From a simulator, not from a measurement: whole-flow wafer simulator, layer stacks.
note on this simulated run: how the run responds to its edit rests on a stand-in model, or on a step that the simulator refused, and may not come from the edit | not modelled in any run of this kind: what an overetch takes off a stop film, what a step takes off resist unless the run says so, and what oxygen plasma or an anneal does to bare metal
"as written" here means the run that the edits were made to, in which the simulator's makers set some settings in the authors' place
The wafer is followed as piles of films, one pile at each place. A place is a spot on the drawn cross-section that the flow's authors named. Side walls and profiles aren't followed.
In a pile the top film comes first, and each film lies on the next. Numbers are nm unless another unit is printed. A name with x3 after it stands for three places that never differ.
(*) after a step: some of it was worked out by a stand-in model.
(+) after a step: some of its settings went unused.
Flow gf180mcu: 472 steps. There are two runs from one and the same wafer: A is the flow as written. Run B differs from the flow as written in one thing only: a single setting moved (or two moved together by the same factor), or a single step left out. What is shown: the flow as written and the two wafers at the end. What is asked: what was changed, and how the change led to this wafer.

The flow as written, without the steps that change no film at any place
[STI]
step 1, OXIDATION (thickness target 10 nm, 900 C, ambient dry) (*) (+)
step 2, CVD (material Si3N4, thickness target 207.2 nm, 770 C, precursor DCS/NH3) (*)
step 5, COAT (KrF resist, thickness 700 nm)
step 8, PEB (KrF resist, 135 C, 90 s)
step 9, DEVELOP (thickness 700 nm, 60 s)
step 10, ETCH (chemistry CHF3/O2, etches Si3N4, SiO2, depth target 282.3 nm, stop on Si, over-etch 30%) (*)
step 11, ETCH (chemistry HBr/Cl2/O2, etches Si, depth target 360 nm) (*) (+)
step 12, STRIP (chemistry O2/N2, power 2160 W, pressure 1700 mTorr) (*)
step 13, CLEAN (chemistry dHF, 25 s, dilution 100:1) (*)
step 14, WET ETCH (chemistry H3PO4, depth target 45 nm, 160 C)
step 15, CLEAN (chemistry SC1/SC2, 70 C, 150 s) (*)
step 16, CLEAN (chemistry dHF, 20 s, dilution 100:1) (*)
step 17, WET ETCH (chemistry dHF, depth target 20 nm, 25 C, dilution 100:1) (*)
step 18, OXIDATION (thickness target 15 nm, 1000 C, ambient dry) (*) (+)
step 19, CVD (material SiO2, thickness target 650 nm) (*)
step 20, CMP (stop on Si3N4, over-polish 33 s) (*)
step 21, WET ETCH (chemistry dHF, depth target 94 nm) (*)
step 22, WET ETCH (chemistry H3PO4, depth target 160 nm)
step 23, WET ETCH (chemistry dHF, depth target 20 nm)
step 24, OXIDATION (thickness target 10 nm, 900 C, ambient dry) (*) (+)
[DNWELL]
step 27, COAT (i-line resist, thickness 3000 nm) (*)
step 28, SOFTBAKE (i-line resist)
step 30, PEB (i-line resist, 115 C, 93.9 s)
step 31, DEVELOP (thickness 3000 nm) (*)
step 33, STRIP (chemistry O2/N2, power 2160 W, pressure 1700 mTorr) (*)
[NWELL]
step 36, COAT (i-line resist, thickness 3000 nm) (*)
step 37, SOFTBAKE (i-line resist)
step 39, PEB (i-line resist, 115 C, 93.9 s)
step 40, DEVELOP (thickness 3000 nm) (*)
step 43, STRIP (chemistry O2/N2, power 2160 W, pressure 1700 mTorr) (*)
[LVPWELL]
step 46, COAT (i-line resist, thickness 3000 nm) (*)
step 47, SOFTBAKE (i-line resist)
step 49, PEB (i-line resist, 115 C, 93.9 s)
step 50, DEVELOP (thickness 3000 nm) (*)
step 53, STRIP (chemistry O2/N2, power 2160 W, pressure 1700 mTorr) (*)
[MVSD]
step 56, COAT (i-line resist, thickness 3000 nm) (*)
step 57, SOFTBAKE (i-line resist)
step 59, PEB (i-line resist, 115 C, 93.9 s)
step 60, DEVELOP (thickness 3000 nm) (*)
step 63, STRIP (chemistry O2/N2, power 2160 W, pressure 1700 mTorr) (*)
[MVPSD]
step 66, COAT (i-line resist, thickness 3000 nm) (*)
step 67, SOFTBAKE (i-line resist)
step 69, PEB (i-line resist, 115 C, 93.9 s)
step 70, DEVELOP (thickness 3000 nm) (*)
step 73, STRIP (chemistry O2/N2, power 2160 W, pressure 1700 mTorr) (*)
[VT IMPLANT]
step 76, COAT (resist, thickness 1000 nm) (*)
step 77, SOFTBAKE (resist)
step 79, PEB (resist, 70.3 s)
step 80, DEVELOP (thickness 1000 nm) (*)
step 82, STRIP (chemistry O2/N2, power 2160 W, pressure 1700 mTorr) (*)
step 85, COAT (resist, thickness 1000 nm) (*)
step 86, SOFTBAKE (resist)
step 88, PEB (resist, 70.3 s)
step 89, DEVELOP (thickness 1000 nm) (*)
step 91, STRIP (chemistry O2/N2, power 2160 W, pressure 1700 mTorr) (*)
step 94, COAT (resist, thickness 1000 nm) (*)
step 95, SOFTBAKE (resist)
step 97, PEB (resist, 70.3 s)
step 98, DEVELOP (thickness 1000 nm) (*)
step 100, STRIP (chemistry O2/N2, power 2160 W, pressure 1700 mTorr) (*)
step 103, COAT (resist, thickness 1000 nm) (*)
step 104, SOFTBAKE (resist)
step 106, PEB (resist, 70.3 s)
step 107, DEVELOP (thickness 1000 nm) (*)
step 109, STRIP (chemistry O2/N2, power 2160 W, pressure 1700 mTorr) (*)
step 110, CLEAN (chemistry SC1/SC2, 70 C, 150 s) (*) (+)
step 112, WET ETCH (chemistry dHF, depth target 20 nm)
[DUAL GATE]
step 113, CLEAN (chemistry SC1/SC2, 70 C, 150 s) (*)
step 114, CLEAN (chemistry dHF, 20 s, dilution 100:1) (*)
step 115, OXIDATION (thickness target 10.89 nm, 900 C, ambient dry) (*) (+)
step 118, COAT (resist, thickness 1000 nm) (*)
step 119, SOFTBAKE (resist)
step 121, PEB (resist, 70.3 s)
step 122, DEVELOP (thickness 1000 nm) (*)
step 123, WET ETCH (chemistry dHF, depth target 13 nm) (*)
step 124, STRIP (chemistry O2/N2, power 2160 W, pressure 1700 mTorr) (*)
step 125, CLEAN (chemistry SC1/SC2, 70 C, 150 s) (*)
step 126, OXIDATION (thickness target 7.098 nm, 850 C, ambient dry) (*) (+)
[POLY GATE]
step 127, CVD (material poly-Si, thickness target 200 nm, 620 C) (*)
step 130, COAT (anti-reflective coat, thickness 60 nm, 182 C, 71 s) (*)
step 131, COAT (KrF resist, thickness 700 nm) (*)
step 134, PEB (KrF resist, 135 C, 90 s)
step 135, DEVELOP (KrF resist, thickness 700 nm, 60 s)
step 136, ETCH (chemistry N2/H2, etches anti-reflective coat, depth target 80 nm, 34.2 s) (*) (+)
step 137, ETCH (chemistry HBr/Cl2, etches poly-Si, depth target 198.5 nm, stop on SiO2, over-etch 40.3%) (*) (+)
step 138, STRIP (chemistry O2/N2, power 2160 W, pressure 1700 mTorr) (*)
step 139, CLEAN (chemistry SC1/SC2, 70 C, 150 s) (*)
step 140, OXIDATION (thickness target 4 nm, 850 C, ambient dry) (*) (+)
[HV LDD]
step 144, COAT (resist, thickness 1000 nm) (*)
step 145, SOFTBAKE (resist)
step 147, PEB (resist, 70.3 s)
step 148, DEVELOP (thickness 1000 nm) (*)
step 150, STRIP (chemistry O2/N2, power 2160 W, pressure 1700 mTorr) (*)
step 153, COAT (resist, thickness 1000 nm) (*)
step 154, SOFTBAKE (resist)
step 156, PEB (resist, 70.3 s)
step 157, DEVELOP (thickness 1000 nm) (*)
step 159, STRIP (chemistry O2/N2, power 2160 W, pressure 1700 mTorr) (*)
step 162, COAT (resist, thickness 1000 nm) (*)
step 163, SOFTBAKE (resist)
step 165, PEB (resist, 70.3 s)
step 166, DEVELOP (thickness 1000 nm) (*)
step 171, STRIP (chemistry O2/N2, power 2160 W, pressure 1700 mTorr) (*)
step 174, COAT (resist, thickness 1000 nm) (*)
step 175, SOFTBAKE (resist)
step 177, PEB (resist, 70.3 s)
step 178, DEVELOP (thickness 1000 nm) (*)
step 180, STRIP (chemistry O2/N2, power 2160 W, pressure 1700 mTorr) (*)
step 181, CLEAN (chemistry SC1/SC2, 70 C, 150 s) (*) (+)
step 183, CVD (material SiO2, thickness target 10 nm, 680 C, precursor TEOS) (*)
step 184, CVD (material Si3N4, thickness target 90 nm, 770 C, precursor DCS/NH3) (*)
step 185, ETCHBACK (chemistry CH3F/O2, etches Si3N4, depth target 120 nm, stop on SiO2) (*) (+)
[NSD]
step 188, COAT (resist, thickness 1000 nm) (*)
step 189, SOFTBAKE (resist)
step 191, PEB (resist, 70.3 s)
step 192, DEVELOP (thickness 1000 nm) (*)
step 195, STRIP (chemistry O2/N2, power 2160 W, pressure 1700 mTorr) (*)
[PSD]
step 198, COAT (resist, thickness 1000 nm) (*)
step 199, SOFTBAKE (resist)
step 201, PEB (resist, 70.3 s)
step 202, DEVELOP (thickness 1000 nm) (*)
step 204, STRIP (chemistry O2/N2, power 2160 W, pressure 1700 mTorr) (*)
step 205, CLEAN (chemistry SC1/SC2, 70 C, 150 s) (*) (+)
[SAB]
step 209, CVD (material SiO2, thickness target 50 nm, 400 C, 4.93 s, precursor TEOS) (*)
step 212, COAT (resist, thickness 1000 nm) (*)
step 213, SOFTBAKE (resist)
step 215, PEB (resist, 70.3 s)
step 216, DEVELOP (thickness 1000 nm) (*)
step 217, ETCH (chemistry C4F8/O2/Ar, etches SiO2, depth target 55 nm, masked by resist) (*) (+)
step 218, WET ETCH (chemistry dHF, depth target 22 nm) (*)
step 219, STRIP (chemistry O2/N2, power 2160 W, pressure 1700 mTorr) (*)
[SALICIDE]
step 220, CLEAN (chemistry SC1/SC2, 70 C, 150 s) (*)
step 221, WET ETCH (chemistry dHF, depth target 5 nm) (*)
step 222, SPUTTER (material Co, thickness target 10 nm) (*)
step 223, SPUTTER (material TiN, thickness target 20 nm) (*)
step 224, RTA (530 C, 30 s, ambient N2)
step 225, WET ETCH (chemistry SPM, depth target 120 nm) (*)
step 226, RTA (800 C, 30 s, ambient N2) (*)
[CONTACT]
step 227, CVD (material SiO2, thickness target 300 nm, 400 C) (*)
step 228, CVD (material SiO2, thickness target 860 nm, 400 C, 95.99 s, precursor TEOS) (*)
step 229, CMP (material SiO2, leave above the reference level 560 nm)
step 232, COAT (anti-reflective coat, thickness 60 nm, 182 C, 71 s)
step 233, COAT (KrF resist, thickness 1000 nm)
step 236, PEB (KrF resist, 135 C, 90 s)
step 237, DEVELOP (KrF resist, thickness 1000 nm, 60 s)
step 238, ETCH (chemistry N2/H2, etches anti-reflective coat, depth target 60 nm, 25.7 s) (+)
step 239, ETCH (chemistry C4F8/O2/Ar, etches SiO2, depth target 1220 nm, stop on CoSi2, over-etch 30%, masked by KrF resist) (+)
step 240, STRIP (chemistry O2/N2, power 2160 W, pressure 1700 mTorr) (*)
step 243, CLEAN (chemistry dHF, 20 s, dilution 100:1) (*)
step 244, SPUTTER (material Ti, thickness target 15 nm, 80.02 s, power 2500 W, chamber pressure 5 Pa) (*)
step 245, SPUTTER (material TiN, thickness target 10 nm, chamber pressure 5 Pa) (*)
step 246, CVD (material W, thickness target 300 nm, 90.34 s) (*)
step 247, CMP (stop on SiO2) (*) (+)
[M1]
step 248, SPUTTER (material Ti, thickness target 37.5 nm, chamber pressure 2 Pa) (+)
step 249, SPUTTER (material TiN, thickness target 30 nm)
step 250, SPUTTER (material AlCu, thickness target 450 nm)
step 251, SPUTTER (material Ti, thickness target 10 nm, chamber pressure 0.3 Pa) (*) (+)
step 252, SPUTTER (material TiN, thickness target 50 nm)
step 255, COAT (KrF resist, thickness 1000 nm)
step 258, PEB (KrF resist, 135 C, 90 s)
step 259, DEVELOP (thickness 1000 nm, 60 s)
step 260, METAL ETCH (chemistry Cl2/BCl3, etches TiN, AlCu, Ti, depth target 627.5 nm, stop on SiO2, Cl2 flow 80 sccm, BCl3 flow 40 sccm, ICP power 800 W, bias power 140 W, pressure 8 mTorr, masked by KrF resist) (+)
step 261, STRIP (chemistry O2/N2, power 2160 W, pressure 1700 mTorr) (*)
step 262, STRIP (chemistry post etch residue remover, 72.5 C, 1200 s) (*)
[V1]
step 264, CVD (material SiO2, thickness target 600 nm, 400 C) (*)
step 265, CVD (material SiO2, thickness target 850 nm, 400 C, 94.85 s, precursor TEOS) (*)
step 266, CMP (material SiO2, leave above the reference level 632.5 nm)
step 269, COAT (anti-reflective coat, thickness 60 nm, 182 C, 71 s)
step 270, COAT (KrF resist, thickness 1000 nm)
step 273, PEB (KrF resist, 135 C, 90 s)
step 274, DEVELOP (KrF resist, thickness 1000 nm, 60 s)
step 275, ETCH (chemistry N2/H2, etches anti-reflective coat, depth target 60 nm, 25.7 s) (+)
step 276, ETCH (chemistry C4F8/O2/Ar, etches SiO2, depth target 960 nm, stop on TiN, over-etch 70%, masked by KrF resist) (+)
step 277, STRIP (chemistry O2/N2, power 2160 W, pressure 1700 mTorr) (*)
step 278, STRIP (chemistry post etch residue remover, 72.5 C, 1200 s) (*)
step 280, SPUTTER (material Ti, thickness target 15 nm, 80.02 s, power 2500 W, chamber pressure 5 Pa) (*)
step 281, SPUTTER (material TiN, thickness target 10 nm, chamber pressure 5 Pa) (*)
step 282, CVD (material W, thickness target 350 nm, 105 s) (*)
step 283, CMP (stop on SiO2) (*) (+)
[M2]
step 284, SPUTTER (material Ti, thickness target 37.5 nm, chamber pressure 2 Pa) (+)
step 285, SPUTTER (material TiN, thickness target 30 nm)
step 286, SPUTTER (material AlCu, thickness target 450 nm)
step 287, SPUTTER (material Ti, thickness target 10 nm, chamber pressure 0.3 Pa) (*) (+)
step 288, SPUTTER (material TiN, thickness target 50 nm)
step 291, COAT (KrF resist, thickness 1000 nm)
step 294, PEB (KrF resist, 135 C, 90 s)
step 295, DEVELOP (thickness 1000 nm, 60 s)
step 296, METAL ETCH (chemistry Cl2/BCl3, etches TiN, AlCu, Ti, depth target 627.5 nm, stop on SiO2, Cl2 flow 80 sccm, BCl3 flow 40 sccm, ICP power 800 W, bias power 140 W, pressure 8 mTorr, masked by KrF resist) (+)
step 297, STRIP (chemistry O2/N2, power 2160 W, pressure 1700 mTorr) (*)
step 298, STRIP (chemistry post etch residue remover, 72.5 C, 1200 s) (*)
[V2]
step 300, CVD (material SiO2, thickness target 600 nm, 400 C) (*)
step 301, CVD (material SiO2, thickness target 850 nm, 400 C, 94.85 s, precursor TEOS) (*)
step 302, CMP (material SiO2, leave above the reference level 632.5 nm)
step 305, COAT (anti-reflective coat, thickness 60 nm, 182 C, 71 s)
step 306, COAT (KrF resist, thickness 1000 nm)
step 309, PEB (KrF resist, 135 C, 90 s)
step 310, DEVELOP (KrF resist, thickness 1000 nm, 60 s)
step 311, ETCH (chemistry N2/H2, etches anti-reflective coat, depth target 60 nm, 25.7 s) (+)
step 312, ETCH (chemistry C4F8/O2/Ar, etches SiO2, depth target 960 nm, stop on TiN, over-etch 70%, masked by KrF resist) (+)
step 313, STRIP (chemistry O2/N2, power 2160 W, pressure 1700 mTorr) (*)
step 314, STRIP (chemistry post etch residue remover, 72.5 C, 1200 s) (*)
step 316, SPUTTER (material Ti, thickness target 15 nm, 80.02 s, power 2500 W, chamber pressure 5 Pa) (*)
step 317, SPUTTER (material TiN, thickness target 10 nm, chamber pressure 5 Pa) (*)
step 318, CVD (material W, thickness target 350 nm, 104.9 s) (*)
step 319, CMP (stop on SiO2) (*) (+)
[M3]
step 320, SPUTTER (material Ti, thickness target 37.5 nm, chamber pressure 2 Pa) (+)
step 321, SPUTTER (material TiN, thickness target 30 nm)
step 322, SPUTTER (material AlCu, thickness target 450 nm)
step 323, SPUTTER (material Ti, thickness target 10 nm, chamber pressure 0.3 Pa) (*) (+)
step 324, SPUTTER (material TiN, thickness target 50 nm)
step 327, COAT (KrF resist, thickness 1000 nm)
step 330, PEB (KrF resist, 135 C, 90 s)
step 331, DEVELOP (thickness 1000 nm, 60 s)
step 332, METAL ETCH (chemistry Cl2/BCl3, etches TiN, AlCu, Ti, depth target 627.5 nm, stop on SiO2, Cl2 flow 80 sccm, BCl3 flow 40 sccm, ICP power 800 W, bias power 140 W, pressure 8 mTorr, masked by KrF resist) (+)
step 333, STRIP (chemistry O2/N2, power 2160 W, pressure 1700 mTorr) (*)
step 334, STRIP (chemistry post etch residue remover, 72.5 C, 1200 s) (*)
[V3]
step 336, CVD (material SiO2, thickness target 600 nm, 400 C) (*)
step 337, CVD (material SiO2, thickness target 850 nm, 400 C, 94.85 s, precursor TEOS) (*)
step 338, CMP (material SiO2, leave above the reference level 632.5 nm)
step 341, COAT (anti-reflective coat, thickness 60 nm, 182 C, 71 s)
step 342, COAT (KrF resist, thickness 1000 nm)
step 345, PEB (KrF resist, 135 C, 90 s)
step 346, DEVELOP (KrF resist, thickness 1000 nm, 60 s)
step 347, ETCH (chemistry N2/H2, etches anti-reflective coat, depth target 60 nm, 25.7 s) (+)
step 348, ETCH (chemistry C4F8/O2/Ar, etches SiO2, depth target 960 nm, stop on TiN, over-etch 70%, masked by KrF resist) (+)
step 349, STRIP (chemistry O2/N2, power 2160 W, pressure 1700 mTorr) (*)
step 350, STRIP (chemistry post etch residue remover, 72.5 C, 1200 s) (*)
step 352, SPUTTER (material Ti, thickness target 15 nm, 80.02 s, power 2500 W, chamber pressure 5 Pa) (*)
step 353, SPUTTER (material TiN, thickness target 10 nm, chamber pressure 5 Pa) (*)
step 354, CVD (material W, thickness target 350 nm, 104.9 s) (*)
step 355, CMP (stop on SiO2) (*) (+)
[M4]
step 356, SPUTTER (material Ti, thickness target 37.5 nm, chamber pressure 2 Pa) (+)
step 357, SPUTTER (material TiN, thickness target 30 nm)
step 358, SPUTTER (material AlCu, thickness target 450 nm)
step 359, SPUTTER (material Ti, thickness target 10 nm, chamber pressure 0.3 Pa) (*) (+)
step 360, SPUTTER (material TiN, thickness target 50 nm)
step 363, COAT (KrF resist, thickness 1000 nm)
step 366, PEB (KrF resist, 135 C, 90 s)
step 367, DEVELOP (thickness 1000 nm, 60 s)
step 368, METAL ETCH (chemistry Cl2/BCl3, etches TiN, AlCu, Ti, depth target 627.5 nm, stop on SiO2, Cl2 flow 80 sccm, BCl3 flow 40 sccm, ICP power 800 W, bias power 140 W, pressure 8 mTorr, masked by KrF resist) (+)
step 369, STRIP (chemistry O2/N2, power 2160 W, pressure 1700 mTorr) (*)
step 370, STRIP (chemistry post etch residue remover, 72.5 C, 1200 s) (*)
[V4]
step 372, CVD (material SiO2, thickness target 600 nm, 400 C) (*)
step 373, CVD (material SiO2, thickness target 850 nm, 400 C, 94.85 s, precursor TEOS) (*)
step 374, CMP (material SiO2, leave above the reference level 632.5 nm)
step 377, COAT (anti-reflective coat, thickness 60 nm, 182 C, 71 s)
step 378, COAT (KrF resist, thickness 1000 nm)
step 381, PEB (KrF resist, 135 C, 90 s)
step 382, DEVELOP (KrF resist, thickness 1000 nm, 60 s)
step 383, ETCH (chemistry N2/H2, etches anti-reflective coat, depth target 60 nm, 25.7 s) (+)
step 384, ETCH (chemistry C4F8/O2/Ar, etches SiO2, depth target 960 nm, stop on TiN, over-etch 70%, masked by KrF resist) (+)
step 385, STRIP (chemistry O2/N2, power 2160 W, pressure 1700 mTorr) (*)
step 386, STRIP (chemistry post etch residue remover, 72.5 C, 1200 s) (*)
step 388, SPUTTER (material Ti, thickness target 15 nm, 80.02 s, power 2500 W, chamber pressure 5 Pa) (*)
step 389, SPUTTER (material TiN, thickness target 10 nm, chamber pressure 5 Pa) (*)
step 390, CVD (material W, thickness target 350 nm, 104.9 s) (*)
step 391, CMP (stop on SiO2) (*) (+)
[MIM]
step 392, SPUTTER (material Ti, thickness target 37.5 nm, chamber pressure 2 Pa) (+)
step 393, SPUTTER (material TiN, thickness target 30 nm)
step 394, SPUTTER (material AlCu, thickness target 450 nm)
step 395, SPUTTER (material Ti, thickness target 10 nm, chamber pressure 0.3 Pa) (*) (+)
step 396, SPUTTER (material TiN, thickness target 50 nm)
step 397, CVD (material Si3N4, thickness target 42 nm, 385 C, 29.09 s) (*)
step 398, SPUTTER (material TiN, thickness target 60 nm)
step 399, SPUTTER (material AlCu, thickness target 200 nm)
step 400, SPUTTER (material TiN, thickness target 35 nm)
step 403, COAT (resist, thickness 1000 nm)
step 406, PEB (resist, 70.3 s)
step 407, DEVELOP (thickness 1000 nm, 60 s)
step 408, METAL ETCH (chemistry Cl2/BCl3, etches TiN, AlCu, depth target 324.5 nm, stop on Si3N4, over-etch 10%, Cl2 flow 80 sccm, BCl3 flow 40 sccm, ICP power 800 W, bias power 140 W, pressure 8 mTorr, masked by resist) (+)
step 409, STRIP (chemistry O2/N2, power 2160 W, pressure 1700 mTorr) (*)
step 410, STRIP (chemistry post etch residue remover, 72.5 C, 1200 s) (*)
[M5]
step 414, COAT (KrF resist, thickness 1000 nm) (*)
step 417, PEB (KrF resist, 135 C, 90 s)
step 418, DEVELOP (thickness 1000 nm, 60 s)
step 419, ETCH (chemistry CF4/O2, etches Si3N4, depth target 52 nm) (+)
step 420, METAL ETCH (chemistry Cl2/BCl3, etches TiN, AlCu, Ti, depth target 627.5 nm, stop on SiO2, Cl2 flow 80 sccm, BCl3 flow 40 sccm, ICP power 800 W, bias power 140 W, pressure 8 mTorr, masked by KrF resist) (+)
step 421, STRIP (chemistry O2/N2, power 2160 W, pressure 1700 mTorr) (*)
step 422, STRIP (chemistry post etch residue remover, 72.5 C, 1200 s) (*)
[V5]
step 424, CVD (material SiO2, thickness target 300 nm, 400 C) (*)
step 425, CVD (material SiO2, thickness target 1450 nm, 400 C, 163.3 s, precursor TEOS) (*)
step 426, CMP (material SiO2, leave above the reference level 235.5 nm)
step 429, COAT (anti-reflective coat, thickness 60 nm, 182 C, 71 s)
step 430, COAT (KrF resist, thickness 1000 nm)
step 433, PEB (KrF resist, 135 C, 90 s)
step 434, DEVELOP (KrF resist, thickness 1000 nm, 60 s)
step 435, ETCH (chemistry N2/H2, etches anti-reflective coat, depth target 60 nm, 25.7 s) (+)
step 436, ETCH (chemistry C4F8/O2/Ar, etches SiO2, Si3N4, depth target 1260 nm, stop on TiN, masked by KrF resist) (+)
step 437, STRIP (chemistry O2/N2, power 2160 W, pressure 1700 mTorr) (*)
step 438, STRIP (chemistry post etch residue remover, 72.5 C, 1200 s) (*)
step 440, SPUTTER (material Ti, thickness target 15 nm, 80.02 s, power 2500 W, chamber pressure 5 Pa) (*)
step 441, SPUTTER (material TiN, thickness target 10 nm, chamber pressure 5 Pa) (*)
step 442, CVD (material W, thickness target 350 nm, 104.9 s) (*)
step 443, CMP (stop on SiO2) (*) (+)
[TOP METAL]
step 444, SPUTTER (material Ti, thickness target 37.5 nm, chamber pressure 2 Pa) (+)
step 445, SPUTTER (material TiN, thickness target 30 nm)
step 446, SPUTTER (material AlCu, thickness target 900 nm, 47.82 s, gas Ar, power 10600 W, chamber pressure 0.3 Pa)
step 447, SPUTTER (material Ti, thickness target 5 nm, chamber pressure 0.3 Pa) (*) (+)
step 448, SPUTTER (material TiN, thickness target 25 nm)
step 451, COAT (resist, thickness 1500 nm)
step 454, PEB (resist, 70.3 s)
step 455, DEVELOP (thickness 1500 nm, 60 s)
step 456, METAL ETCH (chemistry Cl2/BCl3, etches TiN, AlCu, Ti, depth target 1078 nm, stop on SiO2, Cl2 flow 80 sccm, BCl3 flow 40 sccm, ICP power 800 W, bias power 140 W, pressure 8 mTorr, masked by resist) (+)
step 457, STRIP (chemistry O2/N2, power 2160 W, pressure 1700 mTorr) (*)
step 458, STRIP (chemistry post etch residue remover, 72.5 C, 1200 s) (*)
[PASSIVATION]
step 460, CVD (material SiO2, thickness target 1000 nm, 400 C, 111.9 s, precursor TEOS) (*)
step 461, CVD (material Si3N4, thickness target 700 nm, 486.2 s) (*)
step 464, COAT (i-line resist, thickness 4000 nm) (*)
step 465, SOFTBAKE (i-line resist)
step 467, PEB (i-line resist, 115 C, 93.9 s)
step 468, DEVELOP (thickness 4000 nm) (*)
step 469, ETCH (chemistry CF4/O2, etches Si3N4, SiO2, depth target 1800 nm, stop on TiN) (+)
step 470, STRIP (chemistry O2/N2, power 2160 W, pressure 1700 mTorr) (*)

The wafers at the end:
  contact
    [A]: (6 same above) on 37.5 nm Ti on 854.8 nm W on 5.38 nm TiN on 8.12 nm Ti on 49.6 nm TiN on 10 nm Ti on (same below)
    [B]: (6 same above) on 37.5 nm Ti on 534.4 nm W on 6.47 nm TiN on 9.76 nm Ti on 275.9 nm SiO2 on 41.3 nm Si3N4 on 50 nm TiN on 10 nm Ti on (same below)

The reason: step 436, ETCH: depth target 554 nm was run, while the flow as written has depth target 1260 nm.

The path from the change to this, step by step:
  step 436, ETCH (chemistry C4F8/O2/Ar, etches SiO2, Si3N4, depth target 1260 nm, stop on TiN, masked by KrF resist) (+)
      contact: A -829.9 SiO2 (all of it), -41.3 Si3N4 (all of it) | B -554 SiO2
      field, field__w1, field__w2 and 108 more: A -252 KrF resist | B -110.8 KrF resist
  step 437, STRIP (chemistry O2/N2, power 2160 W, pressure 1700 mTorr) (*)
      field, field__w1, field__w2 and 108 more: A -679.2 KrF resist (all of it), -60 anti-reflective coat (all of it) | B -820.4 KrF resist (all of it), -60 anti-reflective coat (all of it)
  step 440, SPUTTER (material Ti, thickness target 15 nm, 80.02 s, power 2500 W, chamber pressure 5 Pa) (*)
      contact: A +8.12 Ti (new film) | B +9.76 Ti (new film)
  step 441, SPUTTER (material TiN, thickness target 10 nm, chamber pressure 5 Pa) (*)
      contact: A +5.38 TiN (new film) | B +6.47 TiN (new film)
  step 442, CVD (material W, thickness target 350 nm, 104.9 s) (*)
      contact: A +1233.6 W (new film) | B +913.2 W (new film)
With metal films that touch counted as one body, contact has 2 bodies (between them, from the top down: SiO2 275.9 / Si3N4 41.3); the flow as written gives 1 body.
